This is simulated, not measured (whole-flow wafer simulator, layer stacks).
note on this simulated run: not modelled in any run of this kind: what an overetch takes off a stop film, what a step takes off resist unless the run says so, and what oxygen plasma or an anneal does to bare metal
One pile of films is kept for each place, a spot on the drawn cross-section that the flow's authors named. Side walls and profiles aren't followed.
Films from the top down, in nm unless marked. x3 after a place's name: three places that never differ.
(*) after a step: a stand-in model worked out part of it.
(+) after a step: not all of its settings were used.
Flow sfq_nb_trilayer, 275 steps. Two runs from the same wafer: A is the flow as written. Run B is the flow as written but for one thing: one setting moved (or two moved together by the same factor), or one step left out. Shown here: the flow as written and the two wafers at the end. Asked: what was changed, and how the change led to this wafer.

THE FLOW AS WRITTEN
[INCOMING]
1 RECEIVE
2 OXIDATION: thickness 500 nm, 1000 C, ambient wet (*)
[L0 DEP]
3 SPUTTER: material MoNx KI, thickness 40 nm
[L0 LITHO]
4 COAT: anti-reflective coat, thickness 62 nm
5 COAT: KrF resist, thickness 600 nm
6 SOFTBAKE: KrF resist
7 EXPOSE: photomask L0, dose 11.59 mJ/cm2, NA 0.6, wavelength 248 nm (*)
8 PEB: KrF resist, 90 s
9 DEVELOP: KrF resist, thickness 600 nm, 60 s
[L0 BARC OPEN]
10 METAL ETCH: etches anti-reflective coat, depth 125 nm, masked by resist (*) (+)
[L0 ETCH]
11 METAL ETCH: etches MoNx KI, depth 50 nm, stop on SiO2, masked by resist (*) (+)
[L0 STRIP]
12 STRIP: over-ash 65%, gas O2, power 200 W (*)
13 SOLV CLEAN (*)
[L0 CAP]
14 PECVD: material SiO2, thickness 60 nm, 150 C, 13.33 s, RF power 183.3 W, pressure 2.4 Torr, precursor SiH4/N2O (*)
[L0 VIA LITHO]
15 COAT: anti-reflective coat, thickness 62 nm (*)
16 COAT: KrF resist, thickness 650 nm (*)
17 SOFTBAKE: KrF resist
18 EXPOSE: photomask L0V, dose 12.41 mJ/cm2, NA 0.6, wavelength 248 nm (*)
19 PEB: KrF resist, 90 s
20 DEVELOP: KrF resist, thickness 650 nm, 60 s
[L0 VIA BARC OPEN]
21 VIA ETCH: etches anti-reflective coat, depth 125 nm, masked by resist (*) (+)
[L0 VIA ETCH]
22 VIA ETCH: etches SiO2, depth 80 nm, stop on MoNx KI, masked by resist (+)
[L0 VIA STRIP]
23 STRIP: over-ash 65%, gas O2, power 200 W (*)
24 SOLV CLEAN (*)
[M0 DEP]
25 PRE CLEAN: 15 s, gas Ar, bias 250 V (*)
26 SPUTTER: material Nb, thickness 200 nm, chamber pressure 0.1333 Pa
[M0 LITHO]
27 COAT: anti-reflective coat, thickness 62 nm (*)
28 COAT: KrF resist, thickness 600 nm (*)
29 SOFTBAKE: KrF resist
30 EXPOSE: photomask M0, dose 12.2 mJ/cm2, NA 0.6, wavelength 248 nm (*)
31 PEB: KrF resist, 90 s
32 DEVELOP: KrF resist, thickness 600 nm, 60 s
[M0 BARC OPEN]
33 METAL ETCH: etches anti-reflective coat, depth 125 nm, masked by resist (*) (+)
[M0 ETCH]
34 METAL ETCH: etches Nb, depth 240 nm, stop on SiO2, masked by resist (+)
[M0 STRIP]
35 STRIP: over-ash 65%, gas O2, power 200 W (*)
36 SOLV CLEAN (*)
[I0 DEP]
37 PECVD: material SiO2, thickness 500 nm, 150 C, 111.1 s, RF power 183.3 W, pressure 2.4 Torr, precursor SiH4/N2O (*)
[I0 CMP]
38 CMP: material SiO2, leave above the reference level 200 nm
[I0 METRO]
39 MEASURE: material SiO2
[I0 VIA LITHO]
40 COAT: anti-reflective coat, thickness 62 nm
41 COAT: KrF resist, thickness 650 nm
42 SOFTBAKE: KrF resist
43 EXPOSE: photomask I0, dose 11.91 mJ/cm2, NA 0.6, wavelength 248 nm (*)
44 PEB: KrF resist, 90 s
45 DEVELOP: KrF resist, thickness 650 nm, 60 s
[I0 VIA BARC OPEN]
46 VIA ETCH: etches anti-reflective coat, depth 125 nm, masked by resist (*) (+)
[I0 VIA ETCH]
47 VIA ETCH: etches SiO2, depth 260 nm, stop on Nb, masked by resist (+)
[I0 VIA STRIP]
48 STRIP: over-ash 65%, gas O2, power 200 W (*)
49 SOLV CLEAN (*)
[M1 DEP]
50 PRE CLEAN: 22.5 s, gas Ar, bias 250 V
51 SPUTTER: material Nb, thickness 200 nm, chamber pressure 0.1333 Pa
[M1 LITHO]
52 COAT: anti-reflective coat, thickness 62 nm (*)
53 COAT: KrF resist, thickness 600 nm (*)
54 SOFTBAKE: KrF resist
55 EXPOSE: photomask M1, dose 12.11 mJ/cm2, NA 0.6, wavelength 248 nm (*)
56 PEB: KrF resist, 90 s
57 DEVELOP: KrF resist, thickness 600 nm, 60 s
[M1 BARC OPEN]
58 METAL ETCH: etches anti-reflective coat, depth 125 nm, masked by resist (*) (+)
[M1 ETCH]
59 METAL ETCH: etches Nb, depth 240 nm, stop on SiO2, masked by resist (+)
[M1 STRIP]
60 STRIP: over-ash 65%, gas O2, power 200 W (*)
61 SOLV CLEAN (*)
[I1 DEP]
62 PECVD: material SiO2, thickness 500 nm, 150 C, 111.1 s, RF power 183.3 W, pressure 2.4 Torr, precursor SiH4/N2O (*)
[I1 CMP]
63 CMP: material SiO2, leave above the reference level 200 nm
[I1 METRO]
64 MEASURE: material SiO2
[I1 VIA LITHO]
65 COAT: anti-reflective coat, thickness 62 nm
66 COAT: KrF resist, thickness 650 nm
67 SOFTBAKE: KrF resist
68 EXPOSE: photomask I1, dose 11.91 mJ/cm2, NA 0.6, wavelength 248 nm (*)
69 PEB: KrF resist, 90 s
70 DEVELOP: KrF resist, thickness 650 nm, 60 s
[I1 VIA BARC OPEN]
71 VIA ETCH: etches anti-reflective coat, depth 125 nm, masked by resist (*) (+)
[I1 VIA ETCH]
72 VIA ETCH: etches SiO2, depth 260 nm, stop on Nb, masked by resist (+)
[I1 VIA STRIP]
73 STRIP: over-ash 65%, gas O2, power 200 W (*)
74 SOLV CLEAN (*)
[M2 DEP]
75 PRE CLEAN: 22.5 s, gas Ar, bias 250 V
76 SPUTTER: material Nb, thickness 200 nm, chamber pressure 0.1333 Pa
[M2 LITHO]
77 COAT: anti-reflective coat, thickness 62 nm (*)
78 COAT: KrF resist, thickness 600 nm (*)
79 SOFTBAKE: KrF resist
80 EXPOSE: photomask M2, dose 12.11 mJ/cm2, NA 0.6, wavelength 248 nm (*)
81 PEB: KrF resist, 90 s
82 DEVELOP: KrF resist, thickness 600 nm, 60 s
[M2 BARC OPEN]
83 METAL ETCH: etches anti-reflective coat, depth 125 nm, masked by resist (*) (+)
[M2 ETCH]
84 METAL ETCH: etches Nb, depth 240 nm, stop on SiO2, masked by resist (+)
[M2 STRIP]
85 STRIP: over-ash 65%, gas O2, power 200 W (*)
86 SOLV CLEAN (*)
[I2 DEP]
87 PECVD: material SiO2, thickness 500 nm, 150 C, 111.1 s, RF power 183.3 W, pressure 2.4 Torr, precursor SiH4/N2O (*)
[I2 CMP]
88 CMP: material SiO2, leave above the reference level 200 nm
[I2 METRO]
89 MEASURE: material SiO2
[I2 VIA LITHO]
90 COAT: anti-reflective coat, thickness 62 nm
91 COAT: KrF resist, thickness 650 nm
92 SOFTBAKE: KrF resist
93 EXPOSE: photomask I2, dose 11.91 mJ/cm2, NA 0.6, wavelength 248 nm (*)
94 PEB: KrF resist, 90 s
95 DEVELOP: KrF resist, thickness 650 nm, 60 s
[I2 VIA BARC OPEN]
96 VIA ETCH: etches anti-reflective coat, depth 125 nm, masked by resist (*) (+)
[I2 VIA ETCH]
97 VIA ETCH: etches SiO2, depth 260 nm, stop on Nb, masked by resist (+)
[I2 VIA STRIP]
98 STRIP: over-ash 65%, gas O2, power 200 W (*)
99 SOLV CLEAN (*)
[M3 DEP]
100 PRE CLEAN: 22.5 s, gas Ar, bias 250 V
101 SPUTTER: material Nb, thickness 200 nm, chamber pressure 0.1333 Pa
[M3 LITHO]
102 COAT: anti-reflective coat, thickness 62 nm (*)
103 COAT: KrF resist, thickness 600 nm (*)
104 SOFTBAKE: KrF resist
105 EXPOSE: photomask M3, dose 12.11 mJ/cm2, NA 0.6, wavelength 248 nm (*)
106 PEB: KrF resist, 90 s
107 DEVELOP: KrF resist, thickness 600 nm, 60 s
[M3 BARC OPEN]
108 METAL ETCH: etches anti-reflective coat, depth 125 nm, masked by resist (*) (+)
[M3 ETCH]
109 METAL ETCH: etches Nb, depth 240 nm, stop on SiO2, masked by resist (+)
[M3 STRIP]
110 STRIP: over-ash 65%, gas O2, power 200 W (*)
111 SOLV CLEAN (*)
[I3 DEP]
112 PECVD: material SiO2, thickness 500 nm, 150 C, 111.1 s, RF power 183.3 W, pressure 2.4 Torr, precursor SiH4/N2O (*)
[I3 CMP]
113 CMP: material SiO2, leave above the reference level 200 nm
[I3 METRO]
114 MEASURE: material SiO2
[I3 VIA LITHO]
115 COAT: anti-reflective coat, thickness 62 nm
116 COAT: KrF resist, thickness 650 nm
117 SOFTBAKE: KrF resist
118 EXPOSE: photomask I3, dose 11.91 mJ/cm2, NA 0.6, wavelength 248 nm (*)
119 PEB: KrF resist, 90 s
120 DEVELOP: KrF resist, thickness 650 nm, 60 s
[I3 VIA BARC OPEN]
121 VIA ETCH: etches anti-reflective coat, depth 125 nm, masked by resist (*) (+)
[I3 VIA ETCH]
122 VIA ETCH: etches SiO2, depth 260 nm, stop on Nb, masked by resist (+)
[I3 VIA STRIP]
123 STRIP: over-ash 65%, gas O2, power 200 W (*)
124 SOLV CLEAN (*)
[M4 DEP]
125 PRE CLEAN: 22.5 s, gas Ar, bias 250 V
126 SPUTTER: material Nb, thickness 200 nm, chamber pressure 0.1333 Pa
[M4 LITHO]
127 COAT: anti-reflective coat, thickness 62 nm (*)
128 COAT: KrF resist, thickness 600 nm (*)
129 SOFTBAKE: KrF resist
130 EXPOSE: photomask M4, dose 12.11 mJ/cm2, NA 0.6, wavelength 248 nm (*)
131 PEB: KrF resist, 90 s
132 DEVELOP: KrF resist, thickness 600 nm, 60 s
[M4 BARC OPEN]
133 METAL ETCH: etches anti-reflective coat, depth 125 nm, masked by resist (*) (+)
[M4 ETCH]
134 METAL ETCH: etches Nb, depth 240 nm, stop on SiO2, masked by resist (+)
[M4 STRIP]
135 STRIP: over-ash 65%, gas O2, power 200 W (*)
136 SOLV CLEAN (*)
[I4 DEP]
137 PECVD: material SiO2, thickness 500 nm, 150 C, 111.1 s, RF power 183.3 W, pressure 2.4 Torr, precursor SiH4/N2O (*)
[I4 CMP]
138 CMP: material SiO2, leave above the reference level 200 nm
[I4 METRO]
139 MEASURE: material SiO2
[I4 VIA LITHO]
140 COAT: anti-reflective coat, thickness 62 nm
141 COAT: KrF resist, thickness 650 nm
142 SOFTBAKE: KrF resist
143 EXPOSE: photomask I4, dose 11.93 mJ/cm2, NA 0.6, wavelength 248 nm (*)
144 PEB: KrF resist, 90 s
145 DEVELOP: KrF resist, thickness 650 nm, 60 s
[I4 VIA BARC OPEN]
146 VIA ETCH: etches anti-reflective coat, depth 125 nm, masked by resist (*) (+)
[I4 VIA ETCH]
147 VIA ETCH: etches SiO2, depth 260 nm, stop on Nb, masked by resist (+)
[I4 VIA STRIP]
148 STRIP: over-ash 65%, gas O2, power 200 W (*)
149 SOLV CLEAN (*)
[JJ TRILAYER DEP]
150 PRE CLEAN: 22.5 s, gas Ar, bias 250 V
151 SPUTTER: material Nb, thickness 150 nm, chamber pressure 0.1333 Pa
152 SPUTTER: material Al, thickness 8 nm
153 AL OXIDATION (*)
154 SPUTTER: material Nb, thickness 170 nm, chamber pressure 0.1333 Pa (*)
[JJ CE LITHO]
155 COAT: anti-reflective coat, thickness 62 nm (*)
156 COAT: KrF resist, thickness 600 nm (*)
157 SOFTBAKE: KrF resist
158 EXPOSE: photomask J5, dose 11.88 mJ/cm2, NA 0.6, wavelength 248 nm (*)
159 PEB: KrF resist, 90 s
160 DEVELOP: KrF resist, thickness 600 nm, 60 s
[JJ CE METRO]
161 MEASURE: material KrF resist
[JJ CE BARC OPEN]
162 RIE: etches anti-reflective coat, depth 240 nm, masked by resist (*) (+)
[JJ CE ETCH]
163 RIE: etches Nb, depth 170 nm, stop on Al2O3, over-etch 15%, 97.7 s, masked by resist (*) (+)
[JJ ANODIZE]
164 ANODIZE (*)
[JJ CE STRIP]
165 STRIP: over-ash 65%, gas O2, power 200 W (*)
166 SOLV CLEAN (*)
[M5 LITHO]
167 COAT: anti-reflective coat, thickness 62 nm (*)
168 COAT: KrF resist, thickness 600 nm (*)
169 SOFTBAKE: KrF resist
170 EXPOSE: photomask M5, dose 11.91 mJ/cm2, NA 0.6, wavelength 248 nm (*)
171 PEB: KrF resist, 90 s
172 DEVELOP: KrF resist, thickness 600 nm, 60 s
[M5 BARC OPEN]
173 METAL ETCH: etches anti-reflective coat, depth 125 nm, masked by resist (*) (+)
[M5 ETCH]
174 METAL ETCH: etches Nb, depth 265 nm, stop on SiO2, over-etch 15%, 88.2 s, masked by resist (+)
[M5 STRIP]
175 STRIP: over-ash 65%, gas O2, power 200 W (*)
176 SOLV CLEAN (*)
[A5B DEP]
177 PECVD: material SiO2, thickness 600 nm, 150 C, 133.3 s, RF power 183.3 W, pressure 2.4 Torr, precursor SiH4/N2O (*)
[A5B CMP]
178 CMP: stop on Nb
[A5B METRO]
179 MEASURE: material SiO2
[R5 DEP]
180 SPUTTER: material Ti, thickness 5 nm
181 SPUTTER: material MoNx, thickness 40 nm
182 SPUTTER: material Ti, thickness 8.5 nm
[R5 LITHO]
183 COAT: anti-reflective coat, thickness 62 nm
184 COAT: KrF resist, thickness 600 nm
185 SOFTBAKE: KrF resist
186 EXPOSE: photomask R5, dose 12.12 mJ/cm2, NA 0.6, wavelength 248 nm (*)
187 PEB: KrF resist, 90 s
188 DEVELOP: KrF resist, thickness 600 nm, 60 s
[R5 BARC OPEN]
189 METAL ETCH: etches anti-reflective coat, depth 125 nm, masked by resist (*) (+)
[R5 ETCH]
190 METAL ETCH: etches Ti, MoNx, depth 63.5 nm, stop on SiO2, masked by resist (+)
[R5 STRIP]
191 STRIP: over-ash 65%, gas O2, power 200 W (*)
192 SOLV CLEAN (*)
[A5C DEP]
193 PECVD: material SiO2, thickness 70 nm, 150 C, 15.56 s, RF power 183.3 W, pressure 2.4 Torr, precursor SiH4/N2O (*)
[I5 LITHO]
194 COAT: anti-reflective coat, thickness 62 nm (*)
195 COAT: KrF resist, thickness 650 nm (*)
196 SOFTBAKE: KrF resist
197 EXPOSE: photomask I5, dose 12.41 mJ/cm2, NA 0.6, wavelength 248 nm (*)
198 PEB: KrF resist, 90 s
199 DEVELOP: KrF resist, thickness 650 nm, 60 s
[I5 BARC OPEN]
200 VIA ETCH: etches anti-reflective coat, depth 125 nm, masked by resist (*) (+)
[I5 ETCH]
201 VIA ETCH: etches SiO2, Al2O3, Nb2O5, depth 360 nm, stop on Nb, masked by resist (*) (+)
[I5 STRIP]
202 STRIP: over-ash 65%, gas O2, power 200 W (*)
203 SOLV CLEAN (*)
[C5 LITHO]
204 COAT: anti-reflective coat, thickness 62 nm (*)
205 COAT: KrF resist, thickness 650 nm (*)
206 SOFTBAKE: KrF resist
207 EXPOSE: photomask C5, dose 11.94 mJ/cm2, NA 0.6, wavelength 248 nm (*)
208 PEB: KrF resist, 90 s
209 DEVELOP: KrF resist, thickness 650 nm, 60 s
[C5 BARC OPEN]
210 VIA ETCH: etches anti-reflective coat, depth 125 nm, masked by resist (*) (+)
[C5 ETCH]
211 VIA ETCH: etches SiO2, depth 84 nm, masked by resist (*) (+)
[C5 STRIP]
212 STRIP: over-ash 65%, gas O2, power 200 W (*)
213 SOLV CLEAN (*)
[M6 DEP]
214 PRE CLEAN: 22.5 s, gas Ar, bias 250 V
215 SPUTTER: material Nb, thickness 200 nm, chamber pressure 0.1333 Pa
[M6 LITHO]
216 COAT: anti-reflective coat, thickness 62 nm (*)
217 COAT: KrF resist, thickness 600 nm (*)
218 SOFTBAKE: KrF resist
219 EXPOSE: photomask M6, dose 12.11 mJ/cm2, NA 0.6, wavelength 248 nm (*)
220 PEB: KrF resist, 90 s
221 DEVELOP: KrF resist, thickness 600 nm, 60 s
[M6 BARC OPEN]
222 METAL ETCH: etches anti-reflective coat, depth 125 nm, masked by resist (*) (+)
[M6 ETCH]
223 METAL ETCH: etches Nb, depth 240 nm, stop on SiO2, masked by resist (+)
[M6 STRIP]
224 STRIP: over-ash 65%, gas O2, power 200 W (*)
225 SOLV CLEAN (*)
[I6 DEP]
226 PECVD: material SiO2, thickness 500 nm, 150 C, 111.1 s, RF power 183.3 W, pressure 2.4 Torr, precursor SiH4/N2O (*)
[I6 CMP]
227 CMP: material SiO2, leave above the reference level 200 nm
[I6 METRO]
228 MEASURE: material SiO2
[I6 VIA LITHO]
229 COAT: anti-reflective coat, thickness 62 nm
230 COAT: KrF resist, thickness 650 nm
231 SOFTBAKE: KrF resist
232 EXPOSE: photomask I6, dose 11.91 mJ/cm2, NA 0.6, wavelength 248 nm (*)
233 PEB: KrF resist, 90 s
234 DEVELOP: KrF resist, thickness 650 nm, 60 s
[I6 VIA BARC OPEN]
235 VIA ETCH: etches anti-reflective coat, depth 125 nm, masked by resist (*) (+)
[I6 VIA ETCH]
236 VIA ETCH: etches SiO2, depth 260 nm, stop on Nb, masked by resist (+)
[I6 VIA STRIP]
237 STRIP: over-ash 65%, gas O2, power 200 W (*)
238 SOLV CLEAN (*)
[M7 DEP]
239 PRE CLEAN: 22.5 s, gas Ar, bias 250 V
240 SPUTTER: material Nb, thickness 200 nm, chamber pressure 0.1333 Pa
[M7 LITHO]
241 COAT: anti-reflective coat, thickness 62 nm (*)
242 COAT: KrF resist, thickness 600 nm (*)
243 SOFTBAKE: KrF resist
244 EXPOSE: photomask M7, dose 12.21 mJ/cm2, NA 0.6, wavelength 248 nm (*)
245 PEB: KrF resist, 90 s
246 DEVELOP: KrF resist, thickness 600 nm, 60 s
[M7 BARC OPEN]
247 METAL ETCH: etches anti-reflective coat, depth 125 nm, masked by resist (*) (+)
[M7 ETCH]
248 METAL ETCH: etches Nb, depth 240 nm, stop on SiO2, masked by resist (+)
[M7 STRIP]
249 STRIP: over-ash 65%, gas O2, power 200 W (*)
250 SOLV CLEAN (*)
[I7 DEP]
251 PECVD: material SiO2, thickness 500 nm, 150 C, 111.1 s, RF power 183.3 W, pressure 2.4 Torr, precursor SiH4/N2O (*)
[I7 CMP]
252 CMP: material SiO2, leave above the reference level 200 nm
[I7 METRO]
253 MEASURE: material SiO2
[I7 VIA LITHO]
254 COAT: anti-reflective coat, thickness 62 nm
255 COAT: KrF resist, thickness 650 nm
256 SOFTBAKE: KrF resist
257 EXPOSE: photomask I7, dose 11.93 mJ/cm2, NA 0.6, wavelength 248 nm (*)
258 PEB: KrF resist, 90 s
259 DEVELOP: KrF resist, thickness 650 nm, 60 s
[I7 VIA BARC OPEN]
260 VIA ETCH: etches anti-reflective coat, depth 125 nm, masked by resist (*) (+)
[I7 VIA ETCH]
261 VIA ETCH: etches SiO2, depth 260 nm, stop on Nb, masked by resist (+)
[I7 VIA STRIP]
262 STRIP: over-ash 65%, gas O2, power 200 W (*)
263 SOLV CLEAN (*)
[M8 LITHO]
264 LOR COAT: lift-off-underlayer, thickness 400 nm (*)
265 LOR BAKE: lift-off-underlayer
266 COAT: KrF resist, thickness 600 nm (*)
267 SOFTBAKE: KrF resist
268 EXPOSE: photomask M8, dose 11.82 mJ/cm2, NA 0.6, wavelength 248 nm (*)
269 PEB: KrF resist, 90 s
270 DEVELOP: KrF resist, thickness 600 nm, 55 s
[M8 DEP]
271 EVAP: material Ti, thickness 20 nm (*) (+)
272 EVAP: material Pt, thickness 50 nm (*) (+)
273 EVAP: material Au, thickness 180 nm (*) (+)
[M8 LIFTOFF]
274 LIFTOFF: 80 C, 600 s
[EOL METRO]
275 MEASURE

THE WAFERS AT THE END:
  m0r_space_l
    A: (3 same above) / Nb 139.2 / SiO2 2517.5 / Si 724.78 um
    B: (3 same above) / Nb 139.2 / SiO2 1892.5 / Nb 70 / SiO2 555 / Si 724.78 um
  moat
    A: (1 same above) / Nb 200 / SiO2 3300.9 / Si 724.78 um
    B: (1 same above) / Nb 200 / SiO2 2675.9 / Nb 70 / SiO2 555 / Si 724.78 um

The cause: step 34, METAL ETCH: depth 130 nm was run, where the flow has depth 240 nm.

How the change led to this, step by step:
  34 METAL ETCH: etches Nb, depth 240 nm, stop on SiO2, masked by resist (+)
      moat, m0r_space_l, m0r_space_r: A Nb -200 (all of it) | B Nb -130
      field_l, v_sur, via_wl and 100 more: A KrF resist -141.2 | B KrF resist -76.5
  35 STRIP: over-ash 65%, gas O2, power 200 W (*)
      p4_fl, p4_fm, p4_w1 and 68 more: A KrF resist -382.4 (all of it), anti-reflective coat -62 (all of it) | B KrF resist -447.1 (all of it), anti-reflective coat -62 (all of it)
      ce_r, sp_r, be_r, r_sur: A KrF resist -389 (all of it), anti-reflective coat -63.6 (all of it) | B KrF resist -453.7 (all of it), anti-reflective coat -63.6 (all of it)
      (and at 28 more places)
  37 PECVD: material SiO2, thickness 500 nm, 150 C, 111.1 s, RF power 183.3 W, pressure 2.4 Torr, precursor SiH4/N2O (*)
      moat, m0r_space_l, m0r_space_r: A SiO2 +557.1 | B SiO2 +500 (new film)
  38 CMP: material SiO2, leave above the reference level 200 nm
      moat, m0r_space_l, m0r_space_r: A SiO2 -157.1 | B SiO2 -170
Counting metal films that touch as one body, m0r_space_l has 2 bodies (between them, from the top down: SiO2 1892.5); the flow as written gives 1 body.
Counting metal films that touch as one body, moat has 2 bodies (between them, from the top down: SiO2 2675.9); the flow as written gives 1 body.
